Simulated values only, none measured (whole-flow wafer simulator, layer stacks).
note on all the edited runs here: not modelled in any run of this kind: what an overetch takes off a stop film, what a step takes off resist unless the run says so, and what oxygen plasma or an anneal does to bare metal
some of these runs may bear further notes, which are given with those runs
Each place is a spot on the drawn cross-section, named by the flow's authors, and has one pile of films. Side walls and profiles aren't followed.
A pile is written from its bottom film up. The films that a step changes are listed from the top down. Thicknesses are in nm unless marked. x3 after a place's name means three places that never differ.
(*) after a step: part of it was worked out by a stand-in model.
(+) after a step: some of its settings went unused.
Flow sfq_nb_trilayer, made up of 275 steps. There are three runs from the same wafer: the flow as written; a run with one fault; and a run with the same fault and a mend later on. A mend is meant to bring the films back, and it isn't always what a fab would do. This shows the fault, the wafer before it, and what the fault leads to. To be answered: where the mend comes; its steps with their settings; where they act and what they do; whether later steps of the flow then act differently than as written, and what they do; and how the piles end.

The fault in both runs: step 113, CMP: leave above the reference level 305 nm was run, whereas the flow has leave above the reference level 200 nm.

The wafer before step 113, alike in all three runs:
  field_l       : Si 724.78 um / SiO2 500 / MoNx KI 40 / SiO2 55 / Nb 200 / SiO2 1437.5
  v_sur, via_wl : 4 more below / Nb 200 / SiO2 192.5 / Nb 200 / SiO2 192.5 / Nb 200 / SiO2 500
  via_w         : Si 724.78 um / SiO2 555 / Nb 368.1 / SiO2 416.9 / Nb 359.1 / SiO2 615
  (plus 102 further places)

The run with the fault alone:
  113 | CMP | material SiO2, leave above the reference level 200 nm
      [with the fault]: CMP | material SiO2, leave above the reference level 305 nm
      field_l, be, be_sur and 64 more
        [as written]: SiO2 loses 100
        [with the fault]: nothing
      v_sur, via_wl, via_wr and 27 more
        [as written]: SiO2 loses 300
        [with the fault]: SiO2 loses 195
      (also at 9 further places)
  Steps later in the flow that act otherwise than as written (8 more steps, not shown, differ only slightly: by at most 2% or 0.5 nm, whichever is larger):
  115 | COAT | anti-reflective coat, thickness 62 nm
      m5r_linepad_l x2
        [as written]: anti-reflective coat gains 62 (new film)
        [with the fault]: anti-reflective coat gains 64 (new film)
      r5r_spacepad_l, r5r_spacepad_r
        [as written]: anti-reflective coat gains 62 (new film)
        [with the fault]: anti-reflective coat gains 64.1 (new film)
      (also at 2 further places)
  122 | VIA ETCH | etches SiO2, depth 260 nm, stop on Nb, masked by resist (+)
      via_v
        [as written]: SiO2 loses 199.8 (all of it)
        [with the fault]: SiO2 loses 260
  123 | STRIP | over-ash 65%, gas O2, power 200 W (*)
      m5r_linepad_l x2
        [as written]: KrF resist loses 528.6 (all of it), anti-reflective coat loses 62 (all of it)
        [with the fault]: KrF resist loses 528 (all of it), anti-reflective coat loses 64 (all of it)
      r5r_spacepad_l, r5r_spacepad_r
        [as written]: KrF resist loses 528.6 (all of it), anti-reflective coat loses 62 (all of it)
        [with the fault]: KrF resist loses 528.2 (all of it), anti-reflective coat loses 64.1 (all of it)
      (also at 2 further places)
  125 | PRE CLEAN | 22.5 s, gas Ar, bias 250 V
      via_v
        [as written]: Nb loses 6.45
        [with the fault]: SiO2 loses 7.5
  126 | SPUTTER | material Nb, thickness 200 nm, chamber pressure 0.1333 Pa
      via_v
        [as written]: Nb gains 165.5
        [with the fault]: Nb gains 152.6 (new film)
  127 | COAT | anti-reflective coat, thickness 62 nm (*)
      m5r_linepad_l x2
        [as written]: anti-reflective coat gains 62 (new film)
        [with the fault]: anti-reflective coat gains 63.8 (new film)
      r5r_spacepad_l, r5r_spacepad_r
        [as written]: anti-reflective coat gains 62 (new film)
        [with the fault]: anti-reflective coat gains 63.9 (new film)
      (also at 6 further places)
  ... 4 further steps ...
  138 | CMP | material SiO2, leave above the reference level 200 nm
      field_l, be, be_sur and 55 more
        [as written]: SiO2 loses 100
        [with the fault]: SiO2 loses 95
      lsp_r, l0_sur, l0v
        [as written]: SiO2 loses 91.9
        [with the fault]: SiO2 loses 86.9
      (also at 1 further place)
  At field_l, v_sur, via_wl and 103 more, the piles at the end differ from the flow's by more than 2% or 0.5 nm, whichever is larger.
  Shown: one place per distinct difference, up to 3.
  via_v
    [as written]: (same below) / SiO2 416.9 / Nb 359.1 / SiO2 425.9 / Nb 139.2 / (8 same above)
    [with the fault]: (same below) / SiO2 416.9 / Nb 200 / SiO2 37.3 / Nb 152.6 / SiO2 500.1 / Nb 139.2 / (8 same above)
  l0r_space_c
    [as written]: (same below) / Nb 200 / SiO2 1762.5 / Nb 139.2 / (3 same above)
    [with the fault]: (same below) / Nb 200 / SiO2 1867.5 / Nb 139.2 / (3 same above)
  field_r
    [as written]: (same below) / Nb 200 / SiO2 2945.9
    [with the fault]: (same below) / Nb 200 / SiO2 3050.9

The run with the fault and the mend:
  The mend stands after step 114.
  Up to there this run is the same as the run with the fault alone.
  114a | CMP | material SiO2, leave above the reference level 200 nm (the flow's step 113, run once more)
      field_l, be, be_sur and 64 more
        SiO2 loses 100
      v_sur, via_wl, via_w and 36 more
        SiO2 loses 105
  Every later step of the flow that is run acts as written at every place that is followed.
  At every place that both follow, the piles at the end match the flow's.
